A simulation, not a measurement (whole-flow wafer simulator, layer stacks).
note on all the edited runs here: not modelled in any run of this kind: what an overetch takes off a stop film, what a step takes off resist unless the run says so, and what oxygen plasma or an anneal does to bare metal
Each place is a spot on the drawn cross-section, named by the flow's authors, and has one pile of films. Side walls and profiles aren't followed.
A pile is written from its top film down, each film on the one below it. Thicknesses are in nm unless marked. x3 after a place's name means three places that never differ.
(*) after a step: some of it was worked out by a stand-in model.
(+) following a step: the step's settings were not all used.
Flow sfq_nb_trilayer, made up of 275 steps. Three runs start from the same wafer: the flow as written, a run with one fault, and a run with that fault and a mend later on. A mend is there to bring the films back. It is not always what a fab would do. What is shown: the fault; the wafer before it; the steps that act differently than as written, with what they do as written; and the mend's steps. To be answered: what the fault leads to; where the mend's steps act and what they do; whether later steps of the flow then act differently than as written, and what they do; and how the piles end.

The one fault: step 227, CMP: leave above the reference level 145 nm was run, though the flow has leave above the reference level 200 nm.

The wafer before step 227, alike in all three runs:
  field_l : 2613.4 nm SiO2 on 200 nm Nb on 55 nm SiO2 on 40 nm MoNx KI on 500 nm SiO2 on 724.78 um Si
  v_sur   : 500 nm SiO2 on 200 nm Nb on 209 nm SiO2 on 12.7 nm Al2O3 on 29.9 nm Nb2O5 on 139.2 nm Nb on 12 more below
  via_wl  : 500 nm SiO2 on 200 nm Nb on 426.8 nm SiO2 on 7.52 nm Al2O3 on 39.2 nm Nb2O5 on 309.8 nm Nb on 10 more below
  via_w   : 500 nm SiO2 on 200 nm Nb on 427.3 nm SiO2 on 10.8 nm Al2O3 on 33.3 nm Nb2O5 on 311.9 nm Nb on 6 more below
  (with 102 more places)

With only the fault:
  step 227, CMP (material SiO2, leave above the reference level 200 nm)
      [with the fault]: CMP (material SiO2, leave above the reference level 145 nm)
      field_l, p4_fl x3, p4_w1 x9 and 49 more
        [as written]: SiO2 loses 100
        [with the fault]: SiO2 loses 155
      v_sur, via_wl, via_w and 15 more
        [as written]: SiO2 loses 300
        [with the fault]: SiO2 loses 355
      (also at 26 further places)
  Steps further on in the flow that do not act as written (not shown: 4 more steps that differ only slightly, by at most 2% or 0.5 nm, whichever is larger):
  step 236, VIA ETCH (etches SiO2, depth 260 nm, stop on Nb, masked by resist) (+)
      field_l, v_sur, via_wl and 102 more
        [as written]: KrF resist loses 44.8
        [with the fault]: KrF resist loses 37.5
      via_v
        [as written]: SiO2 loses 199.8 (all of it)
        [with the fault]: SiO2 loses 144.8 (all of it)
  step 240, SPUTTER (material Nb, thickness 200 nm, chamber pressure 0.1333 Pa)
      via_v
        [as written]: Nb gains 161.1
        [with the fault]: Nb gains 174.5
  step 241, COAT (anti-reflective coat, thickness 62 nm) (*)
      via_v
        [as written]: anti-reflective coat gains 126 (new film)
        [with the fault]: anti-reflective coat gains 112.5 (new film)
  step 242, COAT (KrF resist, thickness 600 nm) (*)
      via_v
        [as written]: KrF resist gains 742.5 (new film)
        [with the fault]: KrF resist gains 696.6 (new film)
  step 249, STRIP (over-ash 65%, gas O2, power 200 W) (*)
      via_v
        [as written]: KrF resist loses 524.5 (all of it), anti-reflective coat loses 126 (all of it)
        [with the fault]: KrF resist loses 478.8 (all of it), anti-reflective coat loses 112.5 (all of it)
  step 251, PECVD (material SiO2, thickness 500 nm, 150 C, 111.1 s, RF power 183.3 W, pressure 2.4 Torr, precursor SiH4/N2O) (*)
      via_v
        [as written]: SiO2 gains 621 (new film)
        [with the fault]: SiO2 gains 526.6 (new film)
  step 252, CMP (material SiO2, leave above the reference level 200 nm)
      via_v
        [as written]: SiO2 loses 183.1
        [with the fault]: SiO2 loses 157.1
  By the end, the piles at v_sur, via_wl, via_w and 86 more depart from the flow's by more than 2% or 0.5 nm, whichever is larger.
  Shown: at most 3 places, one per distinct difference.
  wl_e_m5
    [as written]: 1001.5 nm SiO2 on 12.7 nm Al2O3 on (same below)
    [with the fault]: 946.5 nm SiO2 on 12.7 nm Al2O3 on (same below)
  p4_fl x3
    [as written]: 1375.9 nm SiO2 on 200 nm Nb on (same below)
    [with the fault]: 1320.9 nm SiO2 on 200 nm Nb on (same below)
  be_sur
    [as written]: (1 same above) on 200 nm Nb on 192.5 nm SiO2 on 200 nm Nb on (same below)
    [with the fault]: (1 same above) on 200 nm Nb on 137.5 nm SiO2 on 200 nm Nb on (same below)

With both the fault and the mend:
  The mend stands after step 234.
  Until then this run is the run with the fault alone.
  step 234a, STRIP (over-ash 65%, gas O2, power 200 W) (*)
      field_l, v_sur, via_wl and 102 more
        KrF resist loses 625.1 (all of it), anti-reflective coat loses 62 (all of it)
      via_v
        anti-reflective coat loses 62 (all of it)
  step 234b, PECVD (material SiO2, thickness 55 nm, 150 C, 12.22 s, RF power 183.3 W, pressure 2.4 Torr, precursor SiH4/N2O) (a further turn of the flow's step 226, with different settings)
      field_l, v_sur, via_wl and 103 more
        SiO2 gains 55
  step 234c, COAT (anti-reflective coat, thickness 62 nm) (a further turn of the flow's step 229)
      field_l, v_sur, via_wl and 103 more
        anti-reflective coat gains 62 (new film)
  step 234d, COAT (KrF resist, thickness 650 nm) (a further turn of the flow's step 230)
      field_l, v_sur, via_wl and 103 more
        KrF resist gains 650 (new film)
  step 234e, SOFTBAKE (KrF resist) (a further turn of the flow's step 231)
      does not change any film at any place that is followed
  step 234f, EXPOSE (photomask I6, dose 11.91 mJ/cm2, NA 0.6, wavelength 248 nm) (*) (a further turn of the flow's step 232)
      does not change any film at any place that is followed
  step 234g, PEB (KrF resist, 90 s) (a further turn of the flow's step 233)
      field_l, v_sur, via_wl and 103 more
        KrF resist loses 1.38
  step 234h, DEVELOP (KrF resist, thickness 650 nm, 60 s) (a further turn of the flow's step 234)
      field_l, v_sur, via_wl and 102 more
        KrF resist loses 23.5
      via_v
        KrF resist loses 648.6 (all of it)
  Every later step of the flow that is run acts as written at every place that is followed.
  The piles end the same as the flow's at every place that both follow.
